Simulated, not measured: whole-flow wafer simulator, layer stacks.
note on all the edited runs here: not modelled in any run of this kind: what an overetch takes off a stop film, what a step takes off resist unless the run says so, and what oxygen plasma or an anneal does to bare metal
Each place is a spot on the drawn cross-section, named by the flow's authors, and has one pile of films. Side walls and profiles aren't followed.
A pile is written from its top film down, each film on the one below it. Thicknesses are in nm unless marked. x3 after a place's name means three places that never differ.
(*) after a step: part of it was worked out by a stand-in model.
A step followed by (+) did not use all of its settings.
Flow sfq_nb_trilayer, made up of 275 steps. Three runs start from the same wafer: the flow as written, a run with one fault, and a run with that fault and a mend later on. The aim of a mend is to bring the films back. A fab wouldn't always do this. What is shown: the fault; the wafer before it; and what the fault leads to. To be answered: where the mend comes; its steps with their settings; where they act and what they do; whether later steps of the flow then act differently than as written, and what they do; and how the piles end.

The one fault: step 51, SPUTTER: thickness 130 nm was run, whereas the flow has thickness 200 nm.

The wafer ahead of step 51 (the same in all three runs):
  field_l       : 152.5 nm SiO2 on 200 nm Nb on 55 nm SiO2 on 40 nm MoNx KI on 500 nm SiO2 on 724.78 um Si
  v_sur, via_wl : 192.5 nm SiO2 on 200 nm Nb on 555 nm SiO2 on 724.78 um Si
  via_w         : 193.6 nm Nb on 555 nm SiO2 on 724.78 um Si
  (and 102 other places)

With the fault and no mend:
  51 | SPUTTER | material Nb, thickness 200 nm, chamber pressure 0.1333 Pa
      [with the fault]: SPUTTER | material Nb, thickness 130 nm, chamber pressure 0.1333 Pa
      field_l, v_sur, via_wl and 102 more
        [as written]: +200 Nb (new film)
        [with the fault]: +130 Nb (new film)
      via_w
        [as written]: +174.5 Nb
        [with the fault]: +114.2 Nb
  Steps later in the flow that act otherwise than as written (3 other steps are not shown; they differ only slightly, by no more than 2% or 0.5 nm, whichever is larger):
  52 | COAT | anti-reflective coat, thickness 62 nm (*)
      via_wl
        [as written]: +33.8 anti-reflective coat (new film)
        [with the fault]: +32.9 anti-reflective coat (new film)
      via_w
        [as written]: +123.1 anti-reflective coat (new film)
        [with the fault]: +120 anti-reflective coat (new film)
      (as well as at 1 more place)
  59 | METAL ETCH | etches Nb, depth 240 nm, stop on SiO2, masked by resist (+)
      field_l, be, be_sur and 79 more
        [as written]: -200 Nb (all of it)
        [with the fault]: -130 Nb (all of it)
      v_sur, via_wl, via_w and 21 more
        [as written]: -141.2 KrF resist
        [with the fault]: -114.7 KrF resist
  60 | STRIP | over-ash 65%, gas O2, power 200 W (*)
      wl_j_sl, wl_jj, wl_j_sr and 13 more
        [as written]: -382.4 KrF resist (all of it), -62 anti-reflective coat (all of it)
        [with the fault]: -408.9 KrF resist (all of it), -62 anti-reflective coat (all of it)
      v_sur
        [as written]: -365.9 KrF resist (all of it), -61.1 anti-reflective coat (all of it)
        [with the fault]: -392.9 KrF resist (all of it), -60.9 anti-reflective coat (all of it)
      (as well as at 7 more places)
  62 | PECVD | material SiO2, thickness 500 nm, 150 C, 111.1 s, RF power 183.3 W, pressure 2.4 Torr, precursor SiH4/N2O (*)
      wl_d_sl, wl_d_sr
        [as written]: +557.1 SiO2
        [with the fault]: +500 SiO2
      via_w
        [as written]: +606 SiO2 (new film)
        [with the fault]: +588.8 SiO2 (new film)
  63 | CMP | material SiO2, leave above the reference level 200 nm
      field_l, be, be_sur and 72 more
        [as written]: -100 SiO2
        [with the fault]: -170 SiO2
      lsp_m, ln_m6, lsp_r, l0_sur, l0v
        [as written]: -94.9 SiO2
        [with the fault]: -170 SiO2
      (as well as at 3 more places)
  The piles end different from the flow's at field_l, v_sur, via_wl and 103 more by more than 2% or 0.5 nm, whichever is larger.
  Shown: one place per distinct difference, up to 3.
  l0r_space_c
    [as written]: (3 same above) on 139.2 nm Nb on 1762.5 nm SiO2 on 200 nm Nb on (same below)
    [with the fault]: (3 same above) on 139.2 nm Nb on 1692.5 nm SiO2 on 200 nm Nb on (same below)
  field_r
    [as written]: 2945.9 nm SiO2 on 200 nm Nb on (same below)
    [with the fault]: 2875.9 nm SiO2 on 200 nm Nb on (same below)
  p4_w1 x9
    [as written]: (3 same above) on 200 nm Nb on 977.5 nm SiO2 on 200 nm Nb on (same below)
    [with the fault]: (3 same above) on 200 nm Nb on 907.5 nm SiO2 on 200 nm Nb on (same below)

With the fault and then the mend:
  After step 57 comes the mend.
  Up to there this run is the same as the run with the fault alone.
  57a | STRIP | over-ash 65%, gas O2, power 200 W (*)
      p4_fl x3, p4_w1 x9, p4_g1 x2 and 47 more
        -62 anti-reflective coat (all of it)
      wl_j_sl, wl_jj, wl_j_sr and 13 more
        -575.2 KrF resist (all of it), -62 anti-reflective coat (all of it)
      r_sur, res, r_end and 8 more
        -61.8 anti-reflective coat (all of it)
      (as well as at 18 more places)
  57b | SPUTTER | material Nb, thickness 70 nm, chamber pressure 0.1333 Pa (the flow's step 51 again, with other settings)
      field_l, v_sur, via_wl and 102 more
        +70 Nb
      via_w
        +56.2 Nb
  57c | COAT | anti-reflective coat, thickness 62 nm (*) (the flow's step 52 again)
      p4_fl x3, p4_w1 x9, p4_g1 x2 and 63 more
        +62 anti-reflective coat (new film)
      r_sur, res, r_end and 9 more
        +61.8 anti-reflective coat (new film)
      jj_sur, ce_l, c5j, ce_r, sp_r, be_r
        +61.7 anti-reflective coat (new film)
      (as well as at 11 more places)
  57d | COAT | KrF resist, thickness 600 nm (*) (the flow's step 53 again)
      p4_fl x3, p4_w1 x9, p4_g1 x2 and 63 more
        +600 KrF resist (new film)
      res, r_end, moat, field_r, l0_sur
        +599.4 KrF resist (new film)
      lsp_l, ln_m5, lsp_m, ln_m6, lsp_r
        +599.5 KrF resist (new film)
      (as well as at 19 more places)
  57e | SOFTBAKE | KrF resist (the flow's step 54 again)
      alters no film at any place that is followed
  57f | EXPOSE | photomask M1, dose 12.11 mJ/cm2, NA 0.6, wavelength 248 nm (*) (the flow's step 55 again)
      alters no film at any place that is followed
  57g | PEB | KrF resist, 90 s (the flow's step 56 again)
      wire, be, be_sur and 96 more
        -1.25 KrF resist
      field_l, via_v
        -1.24 KrF resist
      via_wl, via_wr
        -1.26 KrF resist
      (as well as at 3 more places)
  57h | DEVELOP | KrF resist, thickness 600 nm, 60 s (the flow's step 57 again)
      p4_fl x3, p4_w1 x9, p4_g1 x2 and 47 more
        -598.7 KrF resist (all of it)
      v_sur, via_wl, via_w and 21 more
        -23.5 KrF resist
      moat, field_r, lsp_l, lsp_m, ln_m6, lsp_r, l0_sur
        -598.2 KrF resist (all of it)
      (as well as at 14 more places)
  None of the later steps of the flow differs from how it acts as written, at any place that is followed, by more than 2% or 0.5 nm, whichever is larger.
  At the end the piles are close to the flow's at the places that both follow, differing by at most 2% or 0.5 nm, whichever is larger.
